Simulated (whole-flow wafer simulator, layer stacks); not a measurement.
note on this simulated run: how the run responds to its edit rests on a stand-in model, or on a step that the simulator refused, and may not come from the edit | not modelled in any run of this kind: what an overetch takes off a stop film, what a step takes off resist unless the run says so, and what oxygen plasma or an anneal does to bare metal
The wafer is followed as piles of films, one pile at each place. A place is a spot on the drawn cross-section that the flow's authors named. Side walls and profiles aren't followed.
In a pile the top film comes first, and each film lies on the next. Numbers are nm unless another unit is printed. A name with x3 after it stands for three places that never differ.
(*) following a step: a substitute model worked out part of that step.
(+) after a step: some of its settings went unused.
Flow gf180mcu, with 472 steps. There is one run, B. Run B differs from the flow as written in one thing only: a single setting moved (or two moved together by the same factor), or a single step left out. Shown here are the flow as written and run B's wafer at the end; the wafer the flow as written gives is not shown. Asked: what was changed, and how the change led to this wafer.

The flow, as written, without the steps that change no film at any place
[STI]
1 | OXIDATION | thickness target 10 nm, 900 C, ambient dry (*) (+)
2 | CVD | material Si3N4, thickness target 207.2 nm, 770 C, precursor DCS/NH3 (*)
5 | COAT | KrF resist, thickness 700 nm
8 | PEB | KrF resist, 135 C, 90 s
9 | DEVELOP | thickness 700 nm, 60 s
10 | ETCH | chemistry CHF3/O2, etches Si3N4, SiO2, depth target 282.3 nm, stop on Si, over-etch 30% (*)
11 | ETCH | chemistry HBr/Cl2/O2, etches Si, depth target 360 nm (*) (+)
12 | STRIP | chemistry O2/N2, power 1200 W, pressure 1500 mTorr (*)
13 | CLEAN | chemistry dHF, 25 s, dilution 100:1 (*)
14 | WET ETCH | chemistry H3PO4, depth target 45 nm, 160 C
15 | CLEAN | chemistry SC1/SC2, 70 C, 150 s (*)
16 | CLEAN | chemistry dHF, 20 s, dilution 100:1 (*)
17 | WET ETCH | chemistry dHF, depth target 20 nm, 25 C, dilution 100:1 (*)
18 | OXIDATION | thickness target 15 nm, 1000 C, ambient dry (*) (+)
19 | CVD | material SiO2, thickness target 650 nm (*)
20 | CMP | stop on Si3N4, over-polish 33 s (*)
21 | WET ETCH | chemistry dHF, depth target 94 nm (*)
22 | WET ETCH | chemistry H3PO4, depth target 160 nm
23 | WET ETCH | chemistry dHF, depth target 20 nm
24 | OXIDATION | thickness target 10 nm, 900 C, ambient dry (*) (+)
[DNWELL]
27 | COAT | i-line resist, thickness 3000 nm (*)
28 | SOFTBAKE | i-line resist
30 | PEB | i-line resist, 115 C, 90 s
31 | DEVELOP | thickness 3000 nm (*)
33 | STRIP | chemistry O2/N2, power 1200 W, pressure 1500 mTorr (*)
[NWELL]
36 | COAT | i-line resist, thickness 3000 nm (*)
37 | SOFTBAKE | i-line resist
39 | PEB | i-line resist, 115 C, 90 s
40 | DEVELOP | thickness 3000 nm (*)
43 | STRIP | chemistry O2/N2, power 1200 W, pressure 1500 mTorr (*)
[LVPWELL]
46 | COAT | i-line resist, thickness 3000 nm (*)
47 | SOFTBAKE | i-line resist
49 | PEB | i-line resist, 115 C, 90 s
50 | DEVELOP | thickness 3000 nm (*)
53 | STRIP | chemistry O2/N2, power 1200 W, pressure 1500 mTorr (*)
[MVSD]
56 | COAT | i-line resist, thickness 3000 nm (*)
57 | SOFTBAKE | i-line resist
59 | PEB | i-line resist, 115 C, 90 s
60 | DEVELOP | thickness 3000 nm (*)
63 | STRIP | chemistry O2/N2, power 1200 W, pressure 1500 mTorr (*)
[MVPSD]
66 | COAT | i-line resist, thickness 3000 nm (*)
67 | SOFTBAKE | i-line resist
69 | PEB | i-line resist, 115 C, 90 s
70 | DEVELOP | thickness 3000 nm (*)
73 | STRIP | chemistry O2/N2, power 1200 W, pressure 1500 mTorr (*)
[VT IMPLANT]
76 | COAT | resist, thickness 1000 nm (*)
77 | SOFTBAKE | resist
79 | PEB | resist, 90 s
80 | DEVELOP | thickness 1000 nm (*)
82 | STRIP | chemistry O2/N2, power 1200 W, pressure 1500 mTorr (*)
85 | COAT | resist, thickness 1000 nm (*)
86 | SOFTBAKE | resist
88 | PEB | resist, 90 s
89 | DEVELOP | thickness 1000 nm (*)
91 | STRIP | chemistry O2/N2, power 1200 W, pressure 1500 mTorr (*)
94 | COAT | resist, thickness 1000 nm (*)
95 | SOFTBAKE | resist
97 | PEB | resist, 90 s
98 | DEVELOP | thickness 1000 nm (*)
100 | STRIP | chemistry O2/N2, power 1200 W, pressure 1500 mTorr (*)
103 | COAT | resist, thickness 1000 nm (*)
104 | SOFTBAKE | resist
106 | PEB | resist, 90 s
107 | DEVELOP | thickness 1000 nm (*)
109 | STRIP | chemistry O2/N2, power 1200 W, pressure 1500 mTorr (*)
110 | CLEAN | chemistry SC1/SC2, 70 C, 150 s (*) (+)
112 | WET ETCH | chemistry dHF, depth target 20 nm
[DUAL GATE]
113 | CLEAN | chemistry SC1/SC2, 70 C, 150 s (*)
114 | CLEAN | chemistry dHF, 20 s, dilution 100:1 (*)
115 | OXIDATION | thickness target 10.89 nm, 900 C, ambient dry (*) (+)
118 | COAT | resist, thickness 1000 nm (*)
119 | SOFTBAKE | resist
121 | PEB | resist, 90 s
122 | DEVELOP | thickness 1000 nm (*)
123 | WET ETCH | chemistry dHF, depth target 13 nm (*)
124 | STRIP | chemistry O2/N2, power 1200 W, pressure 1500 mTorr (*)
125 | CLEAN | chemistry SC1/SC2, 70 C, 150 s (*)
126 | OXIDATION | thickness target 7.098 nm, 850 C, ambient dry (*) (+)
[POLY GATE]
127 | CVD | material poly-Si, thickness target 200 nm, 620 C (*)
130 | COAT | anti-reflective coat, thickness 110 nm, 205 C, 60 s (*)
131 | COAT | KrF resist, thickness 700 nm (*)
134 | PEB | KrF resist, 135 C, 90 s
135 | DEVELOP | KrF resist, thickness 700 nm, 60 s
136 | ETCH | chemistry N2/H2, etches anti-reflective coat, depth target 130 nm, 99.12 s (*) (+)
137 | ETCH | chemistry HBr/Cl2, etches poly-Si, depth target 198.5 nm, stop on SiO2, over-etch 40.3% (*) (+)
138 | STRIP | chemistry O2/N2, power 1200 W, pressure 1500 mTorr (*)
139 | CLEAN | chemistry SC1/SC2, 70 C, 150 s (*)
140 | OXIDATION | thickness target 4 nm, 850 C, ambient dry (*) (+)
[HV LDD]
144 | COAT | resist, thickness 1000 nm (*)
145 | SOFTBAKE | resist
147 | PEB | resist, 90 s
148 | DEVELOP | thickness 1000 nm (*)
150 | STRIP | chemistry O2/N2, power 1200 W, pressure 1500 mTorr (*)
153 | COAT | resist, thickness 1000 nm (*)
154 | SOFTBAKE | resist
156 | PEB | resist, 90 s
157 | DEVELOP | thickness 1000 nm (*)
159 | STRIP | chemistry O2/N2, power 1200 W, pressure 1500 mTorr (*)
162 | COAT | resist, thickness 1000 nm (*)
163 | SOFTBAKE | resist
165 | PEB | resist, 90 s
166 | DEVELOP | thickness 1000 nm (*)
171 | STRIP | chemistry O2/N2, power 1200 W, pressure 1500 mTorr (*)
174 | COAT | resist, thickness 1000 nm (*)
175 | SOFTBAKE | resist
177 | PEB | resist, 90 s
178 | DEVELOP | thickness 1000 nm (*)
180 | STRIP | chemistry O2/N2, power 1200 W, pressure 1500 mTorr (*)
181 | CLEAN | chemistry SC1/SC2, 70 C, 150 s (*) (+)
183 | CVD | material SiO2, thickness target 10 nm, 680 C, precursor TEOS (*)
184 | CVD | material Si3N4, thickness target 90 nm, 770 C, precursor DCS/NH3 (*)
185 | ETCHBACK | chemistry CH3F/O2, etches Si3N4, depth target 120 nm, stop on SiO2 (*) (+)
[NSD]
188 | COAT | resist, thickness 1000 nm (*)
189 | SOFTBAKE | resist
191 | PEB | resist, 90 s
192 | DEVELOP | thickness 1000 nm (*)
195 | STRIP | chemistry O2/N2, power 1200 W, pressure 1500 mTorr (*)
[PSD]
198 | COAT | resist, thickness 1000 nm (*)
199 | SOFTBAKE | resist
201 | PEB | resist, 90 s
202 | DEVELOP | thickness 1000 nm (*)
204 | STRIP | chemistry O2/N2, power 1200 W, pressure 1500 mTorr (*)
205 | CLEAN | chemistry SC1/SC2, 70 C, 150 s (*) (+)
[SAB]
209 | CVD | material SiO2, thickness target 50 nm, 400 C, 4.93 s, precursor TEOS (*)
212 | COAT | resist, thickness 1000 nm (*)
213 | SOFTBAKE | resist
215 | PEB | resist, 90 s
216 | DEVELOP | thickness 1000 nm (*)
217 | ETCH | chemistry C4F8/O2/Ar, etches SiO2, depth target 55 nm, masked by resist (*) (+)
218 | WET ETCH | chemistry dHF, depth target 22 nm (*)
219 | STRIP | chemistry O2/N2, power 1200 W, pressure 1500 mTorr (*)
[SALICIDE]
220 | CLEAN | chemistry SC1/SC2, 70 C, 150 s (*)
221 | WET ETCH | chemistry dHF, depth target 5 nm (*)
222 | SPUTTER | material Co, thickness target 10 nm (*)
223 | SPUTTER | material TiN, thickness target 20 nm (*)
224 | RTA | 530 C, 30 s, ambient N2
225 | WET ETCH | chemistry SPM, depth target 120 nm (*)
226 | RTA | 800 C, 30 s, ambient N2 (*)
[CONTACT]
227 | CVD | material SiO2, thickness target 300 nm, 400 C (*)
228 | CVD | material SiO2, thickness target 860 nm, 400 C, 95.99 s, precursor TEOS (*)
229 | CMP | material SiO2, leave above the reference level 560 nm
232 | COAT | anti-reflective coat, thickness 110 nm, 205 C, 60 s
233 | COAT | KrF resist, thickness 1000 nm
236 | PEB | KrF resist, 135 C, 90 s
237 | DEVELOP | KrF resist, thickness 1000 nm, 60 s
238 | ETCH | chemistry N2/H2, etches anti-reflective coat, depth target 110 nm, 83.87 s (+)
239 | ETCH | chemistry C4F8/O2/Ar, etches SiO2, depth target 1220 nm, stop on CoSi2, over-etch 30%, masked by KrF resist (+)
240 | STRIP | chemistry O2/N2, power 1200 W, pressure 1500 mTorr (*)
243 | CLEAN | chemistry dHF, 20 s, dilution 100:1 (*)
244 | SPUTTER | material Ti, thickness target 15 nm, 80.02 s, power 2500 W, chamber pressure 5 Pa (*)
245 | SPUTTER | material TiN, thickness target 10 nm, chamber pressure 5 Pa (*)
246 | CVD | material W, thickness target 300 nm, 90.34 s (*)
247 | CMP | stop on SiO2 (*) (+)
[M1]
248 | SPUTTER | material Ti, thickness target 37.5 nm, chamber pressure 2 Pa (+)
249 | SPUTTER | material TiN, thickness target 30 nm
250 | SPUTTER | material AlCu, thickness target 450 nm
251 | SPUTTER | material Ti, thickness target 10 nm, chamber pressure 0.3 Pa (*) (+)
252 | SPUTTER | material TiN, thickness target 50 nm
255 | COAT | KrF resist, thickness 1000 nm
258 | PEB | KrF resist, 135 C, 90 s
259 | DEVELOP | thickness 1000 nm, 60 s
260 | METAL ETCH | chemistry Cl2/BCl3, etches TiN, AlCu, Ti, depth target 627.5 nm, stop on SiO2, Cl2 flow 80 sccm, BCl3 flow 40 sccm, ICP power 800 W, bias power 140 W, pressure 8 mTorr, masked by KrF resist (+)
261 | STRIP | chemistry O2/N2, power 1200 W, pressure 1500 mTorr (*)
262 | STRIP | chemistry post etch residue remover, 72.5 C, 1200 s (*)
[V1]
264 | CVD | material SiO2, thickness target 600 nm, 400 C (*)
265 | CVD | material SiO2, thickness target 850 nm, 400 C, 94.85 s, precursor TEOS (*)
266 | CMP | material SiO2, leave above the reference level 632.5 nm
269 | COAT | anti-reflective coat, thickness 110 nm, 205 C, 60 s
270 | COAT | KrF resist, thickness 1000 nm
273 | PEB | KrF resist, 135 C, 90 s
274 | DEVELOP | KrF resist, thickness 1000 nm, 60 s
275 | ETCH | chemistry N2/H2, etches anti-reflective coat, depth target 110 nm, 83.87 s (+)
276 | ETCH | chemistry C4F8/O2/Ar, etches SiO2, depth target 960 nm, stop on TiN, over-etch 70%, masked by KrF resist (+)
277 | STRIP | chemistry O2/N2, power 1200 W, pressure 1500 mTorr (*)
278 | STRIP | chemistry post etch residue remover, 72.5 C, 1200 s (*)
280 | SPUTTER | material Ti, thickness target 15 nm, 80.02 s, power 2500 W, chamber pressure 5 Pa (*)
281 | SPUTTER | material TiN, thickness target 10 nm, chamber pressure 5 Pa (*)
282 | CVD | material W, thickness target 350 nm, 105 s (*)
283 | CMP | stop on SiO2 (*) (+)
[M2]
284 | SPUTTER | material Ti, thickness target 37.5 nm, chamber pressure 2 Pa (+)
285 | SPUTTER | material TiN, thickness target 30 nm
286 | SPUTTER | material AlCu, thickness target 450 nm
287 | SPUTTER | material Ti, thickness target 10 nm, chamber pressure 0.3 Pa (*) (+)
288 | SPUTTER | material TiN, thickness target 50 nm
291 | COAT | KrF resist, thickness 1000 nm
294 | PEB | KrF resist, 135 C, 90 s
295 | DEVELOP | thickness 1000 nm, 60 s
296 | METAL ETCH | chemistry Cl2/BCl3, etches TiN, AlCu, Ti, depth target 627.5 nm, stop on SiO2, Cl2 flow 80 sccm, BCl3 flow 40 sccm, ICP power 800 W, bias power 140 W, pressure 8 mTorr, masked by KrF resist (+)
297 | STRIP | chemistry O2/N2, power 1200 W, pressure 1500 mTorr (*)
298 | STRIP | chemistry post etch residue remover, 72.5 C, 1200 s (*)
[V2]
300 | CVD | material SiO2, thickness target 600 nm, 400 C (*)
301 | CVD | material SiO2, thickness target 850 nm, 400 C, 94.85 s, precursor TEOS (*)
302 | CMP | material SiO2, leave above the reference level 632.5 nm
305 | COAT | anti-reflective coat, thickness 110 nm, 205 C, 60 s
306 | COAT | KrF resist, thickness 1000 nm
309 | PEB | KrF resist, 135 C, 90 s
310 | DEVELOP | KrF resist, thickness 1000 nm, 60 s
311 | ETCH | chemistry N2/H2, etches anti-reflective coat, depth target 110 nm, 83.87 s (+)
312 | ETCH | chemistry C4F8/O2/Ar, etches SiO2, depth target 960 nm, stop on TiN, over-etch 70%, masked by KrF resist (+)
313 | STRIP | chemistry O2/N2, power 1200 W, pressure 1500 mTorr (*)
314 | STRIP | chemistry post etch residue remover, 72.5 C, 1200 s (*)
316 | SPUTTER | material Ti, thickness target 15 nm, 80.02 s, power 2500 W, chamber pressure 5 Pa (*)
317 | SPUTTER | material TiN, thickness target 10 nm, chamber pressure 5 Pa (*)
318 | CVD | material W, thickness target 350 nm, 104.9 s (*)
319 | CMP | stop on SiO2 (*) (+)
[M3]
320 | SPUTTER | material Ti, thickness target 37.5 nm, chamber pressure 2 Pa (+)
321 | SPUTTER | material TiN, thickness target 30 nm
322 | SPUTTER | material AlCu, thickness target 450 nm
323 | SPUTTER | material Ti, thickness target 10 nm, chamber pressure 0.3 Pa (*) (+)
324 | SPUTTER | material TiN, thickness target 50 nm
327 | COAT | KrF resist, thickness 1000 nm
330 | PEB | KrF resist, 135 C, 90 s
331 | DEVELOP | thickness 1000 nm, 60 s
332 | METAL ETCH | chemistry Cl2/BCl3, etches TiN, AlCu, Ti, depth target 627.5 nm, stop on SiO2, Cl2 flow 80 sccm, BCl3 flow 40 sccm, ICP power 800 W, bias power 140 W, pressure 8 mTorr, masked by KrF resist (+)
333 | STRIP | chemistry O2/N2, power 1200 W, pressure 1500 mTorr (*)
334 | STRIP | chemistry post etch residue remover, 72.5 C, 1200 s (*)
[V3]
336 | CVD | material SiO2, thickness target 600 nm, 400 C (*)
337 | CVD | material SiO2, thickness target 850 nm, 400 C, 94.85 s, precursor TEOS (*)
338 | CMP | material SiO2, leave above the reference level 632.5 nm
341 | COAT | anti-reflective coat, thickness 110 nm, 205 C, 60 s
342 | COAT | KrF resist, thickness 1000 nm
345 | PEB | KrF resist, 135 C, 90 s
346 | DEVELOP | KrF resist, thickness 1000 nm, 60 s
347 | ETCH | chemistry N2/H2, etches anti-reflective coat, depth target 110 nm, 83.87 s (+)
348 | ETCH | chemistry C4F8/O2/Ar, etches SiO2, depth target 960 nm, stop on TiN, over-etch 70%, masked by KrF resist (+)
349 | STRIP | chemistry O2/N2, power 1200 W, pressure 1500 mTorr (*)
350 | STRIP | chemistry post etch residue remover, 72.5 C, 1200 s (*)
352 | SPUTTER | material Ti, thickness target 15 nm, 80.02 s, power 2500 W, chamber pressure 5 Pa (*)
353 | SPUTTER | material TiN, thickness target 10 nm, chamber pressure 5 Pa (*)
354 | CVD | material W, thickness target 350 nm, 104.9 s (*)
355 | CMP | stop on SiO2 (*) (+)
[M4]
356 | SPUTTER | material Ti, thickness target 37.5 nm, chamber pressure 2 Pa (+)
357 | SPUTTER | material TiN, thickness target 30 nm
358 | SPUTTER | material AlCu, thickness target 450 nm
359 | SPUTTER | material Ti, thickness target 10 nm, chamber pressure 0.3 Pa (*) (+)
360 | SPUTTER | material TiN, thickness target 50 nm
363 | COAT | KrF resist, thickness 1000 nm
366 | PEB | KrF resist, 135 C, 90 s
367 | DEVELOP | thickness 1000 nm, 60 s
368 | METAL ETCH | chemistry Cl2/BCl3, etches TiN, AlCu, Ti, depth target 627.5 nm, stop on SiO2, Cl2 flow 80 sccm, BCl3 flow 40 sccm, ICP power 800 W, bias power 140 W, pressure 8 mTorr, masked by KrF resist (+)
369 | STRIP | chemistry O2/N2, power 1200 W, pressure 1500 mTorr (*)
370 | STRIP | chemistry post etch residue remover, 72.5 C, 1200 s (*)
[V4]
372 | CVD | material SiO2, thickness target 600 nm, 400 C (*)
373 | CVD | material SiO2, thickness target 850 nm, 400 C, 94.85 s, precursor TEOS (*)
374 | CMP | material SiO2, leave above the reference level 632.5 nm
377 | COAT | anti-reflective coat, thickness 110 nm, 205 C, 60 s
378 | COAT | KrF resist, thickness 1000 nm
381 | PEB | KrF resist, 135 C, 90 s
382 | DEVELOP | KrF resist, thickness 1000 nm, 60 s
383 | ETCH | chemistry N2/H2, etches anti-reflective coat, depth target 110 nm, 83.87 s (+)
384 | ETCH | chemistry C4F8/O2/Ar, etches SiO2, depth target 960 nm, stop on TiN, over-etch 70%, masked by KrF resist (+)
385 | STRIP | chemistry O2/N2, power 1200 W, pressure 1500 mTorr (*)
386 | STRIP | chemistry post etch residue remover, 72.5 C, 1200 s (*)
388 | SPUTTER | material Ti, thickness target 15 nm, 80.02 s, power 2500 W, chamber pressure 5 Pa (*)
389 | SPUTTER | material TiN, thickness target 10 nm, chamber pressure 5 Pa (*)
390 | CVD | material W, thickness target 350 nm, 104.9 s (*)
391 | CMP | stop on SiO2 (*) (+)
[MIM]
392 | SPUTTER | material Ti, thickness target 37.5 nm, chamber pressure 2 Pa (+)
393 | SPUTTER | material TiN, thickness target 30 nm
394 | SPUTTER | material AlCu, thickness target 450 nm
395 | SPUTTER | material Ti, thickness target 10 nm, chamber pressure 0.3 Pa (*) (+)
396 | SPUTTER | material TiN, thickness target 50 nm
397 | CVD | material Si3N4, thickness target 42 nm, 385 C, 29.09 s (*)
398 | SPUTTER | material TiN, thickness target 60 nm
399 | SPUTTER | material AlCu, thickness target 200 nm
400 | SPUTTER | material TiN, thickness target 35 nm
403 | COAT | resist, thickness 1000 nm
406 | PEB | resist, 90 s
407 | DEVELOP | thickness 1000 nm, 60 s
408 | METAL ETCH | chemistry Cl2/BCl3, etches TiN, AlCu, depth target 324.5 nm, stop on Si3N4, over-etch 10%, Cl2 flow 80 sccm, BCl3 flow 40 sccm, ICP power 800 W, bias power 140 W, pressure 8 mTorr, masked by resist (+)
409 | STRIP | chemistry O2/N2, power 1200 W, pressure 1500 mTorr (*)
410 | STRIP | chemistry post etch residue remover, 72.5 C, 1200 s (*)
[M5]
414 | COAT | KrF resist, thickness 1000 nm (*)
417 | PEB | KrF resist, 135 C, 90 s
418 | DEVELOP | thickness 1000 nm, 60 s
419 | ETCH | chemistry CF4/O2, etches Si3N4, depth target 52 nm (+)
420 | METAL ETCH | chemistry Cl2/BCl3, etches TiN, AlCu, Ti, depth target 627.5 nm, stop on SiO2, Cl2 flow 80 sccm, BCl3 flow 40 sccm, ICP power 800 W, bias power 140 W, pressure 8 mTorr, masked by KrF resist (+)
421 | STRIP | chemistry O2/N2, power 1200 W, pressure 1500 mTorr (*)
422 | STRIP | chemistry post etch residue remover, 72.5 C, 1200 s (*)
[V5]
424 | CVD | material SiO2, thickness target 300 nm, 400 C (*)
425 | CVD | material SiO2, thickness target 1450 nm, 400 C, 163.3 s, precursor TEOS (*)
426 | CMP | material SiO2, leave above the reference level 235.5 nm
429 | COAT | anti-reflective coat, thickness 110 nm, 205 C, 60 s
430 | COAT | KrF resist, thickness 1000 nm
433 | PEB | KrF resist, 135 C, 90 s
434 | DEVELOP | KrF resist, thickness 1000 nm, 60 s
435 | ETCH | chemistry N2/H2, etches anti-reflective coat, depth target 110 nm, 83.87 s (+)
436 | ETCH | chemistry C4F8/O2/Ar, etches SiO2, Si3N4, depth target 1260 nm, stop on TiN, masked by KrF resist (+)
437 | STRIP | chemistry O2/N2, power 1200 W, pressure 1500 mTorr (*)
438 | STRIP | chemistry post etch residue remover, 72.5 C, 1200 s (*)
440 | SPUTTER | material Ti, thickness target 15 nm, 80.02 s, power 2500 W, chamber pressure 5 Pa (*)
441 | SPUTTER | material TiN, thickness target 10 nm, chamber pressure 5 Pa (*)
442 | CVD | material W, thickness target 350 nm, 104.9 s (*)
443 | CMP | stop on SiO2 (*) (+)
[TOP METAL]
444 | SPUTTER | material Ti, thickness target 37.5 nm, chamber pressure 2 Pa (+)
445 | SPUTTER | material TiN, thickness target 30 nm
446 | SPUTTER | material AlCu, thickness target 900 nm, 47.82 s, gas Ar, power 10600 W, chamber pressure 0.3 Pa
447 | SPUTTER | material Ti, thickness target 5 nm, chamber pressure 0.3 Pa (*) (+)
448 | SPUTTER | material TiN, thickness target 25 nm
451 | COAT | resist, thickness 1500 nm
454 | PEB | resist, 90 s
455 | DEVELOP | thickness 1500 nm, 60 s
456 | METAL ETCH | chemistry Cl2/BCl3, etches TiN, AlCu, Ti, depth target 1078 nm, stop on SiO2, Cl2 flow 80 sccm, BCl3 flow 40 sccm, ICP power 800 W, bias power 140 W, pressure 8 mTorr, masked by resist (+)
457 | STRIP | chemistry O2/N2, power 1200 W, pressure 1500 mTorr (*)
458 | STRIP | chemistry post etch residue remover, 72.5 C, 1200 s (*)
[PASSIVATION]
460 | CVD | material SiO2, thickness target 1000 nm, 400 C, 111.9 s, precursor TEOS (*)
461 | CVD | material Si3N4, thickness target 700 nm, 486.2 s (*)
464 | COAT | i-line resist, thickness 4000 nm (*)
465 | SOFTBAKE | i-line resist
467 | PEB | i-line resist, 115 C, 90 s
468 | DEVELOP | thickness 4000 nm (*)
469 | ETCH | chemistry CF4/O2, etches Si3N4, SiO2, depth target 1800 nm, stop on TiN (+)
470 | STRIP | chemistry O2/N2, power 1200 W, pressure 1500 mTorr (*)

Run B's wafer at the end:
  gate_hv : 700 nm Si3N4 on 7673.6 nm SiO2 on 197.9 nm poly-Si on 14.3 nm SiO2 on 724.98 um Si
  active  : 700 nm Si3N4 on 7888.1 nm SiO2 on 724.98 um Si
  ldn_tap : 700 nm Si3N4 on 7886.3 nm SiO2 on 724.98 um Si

The reason: step 218, WET ETCH: chemistry dHF, depth target 22 nm (*), was skipped.

How this came from the change, step by step:
  219 | STRIP | chemistry O2/N2, power 1200 W, pressure 1500 mTorr (*)
      gate, gate_hv, gate_p and 23 more: nothing (it would be, as written: +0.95 chemical SiO2 (new film), -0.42 poly-Si)
      active, p_well, sd_n and 20 more: nothing (it would be, as written: +0.95 chemical SiO2 (new film), -0.42 Si)
  220 | CLEAN | chemistry SC1/SC2, 70 C, 150 s (*)
      gate, gate_hv, gate_p and 23 more: -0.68 SiO2 (it would be, as written: -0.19 chemical SiO2, -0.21 poly-Si)
      active, p_well, sd_n and 12 more: -0.68 SiO2 (it would be, as written: -0.19 chemical SiO2, -0.21 Si)
      (also at 6 further places)
  221 | WET ETCH | chemistry dHF, depth target 5 nm (*)
      active, gate, gate_hv and 23 more: -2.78 SiO2 (it would be, as written: -0.76 chemical SiO2 (all of it))
      ld_gate_p, ld_acc_p, ld_fp_p and 9 more: -2.77 SiO2 (it would be, as written: -0.76 chemical SiO2 (all of it))
      (also at 11 further places)
  224 | RTA | 530 C, 30 s, ambient N2
      gate, gate_hv, gate_p and 22 more: nothing (it would be, as written: under 1 film: +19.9 CoSi (new film), -10 Co (all of it), -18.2 poly-Si)
      active, p_well, sd_n and 11 more: nothing (it would be, as written: under 1 film: +19.9 CoSi (new film), -10 Co (all of it), -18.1 Si)
      (also at 10 further places)
  225 | WET ETCH | chemistry SPM, depth target 120 nm (*)
      active, p_well, gate and 36 more: -20 TiN (all of it), -10 Co (all of it) (it would be, as written: -20 TiN (all of it))
      sd_p: -17.9 TiN (all of it), -9.08 Co (all of it) (it would be, as written: -17.9 TiN (all of it))
      (also at 9 further places)
  226 | RTA | 800 C, 30 s, ambient N2 (*)
      gate, gate_hv, gate_p and 22 more: nothing (it would be, as written: +35 CoSi2 (new film), -19.9 CoSi (all of it), -18.2 poly-Si)
      active, p_well, sd_n and 11 more: nothing (it would be, as written: +35 CoSi2 (new film), -19.9 CoSi (all of it), -18.1 Si)
      (also at 10 further places)
  227 | CVD | material SiO2, thickness target 300 nm, 400 C (*)
      active, p_well, gate and 46 more: +300 SiO2 (it would be, as written: +300 SiO2 (new film))
  228 | CVD | material SiO2, thickness target 860 nm, 400 C, 95.99 s, precursor TEOS (*)
      ld_drift_p: +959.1 SiO2 (it would be, as written: +979.3 SiO2)
  229 | CMP | material SiO2, leave above the reference level 560 nm
      ldn_sep__w1, ldn_sep__w2, ldn_dft and 8 more: -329 SiO2 (it would be, as written: -311.1 SiO2)
      sti, mim_1p0, pad, dice_street, iso_nw_fld, iso_fld_sub: -314.7 SiO2 (it would be, as written: -297 SiO2)
      (also at 50 further places)
  239 | ETCH | chemistry C4F8/O2/Ar, etches SiO2, depth target 1220 nm, stop on CoSi2, over-etch 30%, masked by KrF resist (+)
      polyc_n, polyc_p: -643 SiO2 (all of it), -60 poly-Si (it would be, as written: -638.6 SiO2 (all of it))
      contact: -863.8 SiO2 (all of it), -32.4 Si (it would be, as written: -859.2 SiO2 (all of it))
  240 | STRIP | chemistry O2/N2, power 1200 W, pressure 1500 mTorr (*)
      polyc_n, polyc_p: +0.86 chemical SiO2 (new film), -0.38 poly-Si (it would be, as written: nothing)
      contact: +0.86 chemical SiO2 (new film), -0.38 Si (it would be, as written: nothing)
  243 | CLEAN | chemistry dHF, 20 s, dilution 100:1 (*)
      contact, polyc_n, polyc_p: -0.86 chemical SiO2 (all of it) (it would be, as written: -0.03 CoSi2)
  246 | CVD | material W, thickness target 300 nm, 90.34 s (*)
      polyc_n, polyc_p: +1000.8 W (new film) (it would be, as written: +936 W (new film))
      contact: +1205.2 W (new film) (it would be, as written: +1167.5 W (new film))
  471 | ANNEAL | 400 C, 1800 s, ambient N2/H2
      polyc_n, polyc_p: under 9 films: +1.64 void (new film), -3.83 Ti, +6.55 TiSi first (new film), -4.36 poly-Si (it would be, as written: nothing)
      contact: under 49 films: +1.62 void (new film), -3.83 Ti, +6.55 TiSi first (new film), -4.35 Si (it would be, as written: nothing)
Taking metal films that touch as one body, gate_hv has 0 bodies; the flow as written gives 1 body.
Taking metal films that touch as one body, active has 0 bodies; the flow as written gives 1 body.
Taking metal films that touch as one body, ldn_tap has 0 bodies; the flow as written gives 1 body.
